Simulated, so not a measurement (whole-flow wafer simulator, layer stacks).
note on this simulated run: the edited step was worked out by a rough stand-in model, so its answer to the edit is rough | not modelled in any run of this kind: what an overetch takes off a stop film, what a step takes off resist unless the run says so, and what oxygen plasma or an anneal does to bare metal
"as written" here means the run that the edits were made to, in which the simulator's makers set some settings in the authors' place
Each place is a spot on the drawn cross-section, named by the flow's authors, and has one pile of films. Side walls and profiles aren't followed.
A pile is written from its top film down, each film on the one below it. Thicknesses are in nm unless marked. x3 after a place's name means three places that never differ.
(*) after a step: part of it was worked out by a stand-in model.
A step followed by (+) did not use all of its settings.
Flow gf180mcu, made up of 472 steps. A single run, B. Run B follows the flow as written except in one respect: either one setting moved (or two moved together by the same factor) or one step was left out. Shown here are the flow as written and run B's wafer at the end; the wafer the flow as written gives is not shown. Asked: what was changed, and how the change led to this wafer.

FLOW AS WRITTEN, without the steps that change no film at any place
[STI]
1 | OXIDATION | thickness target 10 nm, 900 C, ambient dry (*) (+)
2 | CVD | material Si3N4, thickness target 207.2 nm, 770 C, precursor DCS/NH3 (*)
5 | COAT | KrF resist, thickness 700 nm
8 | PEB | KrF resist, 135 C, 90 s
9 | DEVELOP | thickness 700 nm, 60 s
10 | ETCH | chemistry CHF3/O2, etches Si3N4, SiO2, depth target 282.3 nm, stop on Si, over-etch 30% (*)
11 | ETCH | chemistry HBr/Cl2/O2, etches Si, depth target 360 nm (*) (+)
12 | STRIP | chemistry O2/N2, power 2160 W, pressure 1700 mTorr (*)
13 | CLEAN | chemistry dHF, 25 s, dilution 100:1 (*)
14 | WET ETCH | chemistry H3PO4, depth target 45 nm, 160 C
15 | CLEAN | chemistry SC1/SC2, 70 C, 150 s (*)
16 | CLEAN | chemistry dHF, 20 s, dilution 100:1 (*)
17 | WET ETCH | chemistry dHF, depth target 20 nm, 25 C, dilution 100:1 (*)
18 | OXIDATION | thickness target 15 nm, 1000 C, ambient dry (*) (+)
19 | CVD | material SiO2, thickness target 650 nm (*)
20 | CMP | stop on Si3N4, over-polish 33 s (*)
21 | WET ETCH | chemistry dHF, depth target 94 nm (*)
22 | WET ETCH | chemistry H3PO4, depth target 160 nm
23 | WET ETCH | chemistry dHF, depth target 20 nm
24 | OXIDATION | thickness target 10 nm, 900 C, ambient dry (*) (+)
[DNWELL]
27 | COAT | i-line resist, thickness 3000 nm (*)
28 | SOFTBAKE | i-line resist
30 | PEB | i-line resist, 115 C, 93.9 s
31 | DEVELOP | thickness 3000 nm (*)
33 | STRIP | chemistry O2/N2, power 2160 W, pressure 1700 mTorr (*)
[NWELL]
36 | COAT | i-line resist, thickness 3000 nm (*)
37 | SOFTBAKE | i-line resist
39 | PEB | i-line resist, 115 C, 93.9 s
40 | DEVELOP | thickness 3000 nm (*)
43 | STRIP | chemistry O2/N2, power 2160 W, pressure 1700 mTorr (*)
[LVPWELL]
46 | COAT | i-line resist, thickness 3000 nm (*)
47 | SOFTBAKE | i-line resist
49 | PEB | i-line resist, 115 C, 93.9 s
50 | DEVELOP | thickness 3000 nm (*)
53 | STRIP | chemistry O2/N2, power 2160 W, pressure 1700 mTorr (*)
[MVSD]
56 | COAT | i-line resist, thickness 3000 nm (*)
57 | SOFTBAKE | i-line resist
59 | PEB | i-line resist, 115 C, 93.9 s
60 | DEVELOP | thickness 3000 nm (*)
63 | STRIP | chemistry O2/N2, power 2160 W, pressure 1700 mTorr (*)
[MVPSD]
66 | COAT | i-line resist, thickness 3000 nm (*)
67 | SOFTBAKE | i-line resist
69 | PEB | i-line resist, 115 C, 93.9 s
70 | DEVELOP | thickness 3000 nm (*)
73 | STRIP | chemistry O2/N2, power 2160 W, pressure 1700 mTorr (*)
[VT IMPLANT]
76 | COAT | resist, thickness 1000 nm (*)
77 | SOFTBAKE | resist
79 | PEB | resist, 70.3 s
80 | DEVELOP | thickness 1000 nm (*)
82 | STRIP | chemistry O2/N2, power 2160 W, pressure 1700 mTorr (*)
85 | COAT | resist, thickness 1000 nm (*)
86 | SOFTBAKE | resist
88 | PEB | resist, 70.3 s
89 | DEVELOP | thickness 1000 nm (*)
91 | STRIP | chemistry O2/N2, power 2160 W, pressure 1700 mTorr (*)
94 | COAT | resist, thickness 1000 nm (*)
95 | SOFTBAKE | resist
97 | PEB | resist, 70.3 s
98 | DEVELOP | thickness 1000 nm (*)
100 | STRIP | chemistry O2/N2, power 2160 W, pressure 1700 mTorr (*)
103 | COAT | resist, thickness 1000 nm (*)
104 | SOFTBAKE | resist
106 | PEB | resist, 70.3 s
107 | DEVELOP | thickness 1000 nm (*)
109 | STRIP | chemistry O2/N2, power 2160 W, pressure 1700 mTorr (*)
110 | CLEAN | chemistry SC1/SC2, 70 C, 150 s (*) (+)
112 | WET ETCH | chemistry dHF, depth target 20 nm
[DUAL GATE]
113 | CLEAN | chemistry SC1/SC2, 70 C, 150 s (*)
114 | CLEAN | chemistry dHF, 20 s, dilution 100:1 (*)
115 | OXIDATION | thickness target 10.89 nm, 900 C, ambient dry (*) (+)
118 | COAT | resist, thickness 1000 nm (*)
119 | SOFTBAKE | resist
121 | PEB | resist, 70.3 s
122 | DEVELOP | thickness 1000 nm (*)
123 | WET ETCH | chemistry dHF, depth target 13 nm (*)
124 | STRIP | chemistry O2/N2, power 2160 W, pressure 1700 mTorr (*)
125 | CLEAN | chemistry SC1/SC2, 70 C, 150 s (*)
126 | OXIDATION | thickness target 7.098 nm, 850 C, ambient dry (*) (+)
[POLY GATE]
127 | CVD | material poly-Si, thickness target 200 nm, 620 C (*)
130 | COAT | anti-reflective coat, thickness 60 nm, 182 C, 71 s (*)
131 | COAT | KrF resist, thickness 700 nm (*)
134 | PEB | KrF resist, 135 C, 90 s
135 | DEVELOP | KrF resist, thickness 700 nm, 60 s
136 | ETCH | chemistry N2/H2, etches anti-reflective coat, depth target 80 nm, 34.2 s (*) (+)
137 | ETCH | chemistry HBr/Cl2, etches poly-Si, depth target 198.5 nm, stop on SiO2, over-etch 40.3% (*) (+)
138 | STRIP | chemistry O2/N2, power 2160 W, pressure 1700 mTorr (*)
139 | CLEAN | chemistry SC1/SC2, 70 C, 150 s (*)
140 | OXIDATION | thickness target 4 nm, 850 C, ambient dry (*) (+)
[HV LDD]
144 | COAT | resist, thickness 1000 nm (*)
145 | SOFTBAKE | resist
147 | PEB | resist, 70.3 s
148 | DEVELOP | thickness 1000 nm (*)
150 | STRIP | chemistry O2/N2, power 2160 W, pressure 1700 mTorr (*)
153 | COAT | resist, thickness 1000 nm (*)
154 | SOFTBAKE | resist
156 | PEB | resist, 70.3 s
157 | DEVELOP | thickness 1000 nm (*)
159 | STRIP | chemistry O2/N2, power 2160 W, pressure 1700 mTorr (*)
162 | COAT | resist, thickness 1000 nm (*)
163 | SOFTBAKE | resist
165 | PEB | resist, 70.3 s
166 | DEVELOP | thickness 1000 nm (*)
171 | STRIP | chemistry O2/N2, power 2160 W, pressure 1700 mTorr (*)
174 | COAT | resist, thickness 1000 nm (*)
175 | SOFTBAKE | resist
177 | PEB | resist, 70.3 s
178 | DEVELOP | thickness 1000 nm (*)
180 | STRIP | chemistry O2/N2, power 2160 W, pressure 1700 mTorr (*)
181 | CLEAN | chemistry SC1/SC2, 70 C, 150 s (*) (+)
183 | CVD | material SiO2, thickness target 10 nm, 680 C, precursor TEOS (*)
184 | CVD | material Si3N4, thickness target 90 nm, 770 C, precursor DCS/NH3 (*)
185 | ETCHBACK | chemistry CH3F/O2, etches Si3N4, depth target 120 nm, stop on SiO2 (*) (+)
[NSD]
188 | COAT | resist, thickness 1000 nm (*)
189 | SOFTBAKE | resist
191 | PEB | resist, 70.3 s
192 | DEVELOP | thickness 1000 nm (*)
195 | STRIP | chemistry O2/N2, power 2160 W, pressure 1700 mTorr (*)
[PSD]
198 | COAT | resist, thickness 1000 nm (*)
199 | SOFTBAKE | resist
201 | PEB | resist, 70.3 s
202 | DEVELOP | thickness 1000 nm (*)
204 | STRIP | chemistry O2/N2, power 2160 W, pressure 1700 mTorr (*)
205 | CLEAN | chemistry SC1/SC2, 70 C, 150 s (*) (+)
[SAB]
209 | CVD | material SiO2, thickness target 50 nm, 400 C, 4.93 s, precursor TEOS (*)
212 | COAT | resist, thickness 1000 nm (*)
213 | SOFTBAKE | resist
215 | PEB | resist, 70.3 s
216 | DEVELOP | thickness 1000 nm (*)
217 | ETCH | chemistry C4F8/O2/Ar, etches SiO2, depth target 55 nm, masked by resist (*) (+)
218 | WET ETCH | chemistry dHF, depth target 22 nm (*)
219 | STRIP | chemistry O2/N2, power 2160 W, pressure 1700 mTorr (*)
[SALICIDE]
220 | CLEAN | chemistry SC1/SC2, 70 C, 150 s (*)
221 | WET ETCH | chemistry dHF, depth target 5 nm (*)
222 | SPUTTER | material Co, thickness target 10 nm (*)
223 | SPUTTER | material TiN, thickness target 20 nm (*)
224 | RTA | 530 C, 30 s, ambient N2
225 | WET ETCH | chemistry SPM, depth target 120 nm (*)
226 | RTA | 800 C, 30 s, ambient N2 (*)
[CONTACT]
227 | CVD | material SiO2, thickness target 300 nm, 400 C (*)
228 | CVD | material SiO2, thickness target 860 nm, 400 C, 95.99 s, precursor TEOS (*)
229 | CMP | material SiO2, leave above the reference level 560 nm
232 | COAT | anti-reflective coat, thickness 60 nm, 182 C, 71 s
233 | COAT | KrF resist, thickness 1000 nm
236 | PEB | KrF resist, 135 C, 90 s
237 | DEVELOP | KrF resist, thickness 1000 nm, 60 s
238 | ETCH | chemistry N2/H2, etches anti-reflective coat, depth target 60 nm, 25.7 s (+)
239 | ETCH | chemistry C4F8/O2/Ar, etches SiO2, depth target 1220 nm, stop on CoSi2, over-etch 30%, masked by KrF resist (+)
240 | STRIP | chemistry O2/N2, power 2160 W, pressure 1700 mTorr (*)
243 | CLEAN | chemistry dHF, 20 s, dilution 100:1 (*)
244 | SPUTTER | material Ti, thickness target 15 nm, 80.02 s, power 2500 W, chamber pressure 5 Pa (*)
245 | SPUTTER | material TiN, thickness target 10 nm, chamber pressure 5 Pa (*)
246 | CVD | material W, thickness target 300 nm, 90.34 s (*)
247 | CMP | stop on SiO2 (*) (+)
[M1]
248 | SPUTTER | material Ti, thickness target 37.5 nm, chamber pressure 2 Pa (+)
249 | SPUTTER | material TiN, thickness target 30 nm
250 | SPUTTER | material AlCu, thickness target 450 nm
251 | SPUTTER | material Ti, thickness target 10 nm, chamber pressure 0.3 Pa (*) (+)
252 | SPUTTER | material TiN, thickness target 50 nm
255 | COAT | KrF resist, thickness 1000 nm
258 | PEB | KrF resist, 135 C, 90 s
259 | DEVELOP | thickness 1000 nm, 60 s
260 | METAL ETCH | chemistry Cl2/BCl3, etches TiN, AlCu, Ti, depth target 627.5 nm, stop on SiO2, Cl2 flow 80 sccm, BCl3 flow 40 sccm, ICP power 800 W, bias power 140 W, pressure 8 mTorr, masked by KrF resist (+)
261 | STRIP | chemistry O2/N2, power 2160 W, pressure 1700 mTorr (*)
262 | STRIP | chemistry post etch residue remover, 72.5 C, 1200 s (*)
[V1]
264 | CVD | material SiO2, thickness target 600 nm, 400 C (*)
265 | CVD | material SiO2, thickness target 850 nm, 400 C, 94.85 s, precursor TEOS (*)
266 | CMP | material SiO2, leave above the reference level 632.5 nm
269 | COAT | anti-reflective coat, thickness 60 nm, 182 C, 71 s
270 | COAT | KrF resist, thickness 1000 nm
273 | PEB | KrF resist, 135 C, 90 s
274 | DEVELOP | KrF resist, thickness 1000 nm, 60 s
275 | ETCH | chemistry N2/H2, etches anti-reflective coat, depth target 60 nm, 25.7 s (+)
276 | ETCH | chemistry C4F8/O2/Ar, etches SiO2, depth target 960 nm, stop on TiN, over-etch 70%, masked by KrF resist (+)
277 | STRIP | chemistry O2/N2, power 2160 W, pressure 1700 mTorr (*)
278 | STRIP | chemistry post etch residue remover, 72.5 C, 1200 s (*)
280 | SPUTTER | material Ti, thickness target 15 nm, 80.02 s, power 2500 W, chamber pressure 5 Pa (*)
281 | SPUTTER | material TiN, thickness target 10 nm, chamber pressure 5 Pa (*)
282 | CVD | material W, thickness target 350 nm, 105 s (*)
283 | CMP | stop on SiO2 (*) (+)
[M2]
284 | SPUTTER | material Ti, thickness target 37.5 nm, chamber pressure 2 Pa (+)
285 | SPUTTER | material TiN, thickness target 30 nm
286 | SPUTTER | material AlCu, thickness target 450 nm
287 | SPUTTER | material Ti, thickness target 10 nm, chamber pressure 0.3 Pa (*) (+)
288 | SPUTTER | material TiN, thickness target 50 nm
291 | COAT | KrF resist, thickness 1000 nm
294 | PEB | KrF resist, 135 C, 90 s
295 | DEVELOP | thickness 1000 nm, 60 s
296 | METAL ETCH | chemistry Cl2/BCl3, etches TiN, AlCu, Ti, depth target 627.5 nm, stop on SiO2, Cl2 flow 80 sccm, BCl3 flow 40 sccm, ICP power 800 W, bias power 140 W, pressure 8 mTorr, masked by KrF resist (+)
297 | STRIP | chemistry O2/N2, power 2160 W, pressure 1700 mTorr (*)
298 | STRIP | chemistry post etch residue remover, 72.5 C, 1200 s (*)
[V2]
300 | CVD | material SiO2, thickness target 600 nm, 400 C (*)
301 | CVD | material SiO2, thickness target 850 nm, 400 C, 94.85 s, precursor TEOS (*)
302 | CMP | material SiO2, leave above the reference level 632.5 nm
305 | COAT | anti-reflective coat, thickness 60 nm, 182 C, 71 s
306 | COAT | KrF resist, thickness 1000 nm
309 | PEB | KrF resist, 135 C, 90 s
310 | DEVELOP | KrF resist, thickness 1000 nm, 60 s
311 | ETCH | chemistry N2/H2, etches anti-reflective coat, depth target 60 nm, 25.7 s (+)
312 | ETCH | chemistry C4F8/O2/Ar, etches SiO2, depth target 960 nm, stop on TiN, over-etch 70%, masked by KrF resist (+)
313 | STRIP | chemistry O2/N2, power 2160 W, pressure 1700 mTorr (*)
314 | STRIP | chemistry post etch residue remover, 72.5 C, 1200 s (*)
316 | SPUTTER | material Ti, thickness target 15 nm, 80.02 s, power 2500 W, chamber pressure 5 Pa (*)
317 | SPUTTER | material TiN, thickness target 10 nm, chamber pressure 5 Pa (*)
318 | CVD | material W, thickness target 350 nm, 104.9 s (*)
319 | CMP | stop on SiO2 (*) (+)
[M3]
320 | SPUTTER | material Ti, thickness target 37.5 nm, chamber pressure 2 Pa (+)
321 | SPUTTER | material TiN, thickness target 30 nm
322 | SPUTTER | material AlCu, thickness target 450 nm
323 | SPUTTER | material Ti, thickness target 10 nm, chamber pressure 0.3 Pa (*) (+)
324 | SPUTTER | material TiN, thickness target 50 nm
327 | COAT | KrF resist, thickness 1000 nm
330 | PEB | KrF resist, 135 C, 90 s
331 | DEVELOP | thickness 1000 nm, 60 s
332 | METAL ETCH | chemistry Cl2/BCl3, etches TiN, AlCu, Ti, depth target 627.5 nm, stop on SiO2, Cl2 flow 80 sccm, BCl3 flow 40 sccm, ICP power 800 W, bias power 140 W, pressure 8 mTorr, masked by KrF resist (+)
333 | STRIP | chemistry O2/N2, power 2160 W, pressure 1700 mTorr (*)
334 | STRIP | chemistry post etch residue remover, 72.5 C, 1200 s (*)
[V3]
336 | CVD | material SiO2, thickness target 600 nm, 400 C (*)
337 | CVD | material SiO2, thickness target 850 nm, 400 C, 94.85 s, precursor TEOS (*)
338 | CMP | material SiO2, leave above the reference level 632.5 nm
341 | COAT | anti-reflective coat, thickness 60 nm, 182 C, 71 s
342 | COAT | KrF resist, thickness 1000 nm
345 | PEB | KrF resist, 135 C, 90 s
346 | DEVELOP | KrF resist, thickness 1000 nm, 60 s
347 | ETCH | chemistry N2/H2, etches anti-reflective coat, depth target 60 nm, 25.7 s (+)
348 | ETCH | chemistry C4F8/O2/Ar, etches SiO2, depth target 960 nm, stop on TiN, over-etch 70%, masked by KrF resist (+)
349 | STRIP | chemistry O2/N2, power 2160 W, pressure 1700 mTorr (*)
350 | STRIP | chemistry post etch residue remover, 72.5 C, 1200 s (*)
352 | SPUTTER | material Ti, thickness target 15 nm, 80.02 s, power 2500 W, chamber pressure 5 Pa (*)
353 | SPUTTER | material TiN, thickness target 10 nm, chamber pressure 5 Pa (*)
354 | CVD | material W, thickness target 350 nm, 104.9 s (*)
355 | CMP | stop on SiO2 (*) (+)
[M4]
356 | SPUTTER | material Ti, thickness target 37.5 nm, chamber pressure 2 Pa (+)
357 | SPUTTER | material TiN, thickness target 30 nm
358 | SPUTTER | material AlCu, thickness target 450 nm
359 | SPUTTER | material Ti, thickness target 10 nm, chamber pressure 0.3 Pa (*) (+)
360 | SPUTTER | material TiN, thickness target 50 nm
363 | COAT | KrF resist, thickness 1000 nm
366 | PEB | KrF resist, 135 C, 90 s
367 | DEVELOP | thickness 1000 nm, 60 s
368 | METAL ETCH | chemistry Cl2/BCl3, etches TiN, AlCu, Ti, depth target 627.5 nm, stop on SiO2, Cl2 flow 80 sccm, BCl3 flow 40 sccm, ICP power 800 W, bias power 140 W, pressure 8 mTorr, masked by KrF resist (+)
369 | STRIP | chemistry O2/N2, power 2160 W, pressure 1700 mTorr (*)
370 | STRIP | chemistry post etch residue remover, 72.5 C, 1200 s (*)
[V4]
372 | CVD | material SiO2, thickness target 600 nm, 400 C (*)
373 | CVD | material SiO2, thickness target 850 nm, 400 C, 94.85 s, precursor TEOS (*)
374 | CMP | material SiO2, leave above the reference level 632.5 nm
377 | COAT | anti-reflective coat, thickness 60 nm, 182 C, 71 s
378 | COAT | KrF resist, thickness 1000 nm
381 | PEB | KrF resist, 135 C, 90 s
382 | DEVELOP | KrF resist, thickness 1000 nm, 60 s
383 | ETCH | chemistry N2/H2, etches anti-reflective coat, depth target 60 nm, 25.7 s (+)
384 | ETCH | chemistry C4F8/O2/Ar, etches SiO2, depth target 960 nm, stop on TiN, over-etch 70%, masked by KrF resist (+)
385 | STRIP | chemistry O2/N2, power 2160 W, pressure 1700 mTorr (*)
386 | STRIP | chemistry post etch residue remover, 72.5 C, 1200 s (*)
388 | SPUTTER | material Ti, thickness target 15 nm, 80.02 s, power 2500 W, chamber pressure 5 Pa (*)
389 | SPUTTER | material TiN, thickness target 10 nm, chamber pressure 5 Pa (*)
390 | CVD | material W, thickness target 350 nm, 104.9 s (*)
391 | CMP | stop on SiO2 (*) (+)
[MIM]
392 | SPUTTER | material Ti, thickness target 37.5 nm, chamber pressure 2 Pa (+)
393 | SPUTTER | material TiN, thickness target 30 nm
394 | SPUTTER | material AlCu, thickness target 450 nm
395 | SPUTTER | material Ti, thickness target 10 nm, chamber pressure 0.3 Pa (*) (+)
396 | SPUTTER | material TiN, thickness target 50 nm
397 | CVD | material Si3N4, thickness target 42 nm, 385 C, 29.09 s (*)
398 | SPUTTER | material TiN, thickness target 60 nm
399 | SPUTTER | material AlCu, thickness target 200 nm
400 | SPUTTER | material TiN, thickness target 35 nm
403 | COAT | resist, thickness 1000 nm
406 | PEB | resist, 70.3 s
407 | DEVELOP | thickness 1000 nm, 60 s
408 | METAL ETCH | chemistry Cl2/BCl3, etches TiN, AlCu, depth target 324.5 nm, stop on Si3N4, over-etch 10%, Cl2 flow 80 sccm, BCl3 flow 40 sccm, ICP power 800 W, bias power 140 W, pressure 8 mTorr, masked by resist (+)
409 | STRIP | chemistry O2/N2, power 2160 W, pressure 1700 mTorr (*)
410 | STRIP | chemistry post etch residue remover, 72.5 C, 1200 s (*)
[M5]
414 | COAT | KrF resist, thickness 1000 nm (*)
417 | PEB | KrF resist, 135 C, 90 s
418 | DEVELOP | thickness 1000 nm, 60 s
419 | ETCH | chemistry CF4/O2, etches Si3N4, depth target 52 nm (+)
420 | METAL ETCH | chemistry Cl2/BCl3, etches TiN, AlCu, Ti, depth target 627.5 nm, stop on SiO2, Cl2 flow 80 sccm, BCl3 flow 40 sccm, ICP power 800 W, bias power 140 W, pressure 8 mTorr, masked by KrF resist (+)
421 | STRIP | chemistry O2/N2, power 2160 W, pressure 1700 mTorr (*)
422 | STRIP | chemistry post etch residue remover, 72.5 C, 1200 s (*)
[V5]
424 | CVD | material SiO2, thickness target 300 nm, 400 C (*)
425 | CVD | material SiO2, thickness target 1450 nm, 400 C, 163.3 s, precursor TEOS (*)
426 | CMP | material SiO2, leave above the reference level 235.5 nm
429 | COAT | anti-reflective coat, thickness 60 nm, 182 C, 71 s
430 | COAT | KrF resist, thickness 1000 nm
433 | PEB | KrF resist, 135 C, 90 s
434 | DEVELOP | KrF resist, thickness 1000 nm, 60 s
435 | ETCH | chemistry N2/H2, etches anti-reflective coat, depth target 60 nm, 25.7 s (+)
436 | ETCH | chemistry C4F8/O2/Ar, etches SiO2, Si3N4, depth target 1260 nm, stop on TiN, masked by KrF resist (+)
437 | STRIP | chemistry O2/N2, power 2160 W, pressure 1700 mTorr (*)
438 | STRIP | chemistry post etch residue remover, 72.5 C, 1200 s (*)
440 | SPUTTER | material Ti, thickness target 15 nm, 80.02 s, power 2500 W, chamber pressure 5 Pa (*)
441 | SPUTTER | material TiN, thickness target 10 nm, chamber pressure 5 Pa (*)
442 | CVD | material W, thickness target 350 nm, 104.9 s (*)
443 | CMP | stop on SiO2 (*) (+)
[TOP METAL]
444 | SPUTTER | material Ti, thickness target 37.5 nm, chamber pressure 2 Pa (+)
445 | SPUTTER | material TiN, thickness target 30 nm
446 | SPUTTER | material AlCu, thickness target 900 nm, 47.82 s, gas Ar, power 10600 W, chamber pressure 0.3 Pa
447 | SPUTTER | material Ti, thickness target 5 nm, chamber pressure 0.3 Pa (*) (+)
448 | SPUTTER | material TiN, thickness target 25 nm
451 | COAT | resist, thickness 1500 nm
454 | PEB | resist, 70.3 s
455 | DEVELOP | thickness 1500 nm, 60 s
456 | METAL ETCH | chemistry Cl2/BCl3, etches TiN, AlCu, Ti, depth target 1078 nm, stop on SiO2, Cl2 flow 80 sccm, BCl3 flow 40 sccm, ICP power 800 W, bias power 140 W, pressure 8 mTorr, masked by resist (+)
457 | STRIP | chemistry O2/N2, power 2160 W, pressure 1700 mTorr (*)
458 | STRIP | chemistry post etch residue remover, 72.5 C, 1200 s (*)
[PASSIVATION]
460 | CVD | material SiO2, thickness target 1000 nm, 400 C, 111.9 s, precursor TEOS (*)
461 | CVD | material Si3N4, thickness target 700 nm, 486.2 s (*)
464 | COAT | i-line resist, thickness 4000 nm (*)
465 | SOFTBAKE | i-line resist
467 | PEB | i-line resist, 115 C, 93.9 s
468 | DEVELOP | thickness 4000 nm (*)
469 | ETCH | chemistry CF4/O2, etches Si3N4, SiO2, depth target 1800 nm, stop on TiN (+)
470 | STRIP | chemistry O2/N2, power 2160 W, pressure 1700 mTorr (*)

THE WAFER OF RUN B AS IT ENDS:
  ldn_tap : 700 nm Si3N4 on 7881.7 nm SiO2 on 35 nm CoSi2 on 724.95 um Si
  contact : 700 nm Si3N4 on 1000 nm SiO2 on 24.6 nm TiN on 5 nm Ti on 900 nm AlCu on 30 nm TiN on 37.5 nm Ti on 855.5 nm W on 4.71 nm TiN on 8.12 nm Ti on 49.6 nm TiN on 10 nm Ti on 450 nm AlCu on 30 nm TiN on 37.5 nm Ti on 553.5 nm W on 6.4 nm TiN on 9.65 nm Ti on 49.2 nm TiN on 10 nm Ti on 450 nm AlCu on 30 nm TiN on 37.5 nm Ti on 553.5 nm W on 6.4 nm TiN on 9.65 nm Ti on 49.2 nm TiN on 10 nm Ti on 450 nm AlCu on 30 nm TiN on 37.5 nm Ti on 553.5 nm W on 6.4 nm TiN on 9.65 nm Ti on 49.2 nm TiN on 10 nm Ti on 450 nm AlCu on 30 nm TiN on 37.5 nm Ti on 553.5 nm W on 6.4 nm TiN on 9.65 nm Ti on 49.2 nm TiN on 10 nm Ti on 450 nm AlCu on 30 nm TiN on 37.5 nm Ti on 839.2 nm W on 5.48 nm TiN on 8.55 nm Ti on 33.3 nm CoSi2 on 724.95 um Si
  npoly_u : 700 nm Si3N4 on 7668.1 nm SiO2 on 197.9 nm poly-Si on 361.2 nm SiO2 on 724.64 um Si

Cause: step 441, SPUTTER: thickness target 8.75 nm was run, whereas the flow has thickness target 10 nm.

How this came from the change, step by step:
  441 | SPUTTER | material TiN, thickness target 10 nm, chamber pressure 5 Pa (*)
      field, field__w1, field__w2 and 108 more: TiN gains 8.75 (new film) (it would be, as written: TiN gains 10 (new film))
      contact: TiN gains 4.71 (new film) (it would be, as written: TiN gains 5.38 (new film))
  443 | CMP | stop on SiO2 (*) (+)
      field, field__w1, field__w2 and 108 more: W loses 350 (all of it), TiN loses 8.75 (all of it), Ti loses 15 (all of it), SiO2 loses 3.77 (it would be, as written: W loses 350 (all of it), TiN loses 10 (all of it), Ti loses 15 (all of it), SiO2 loses 3.78)
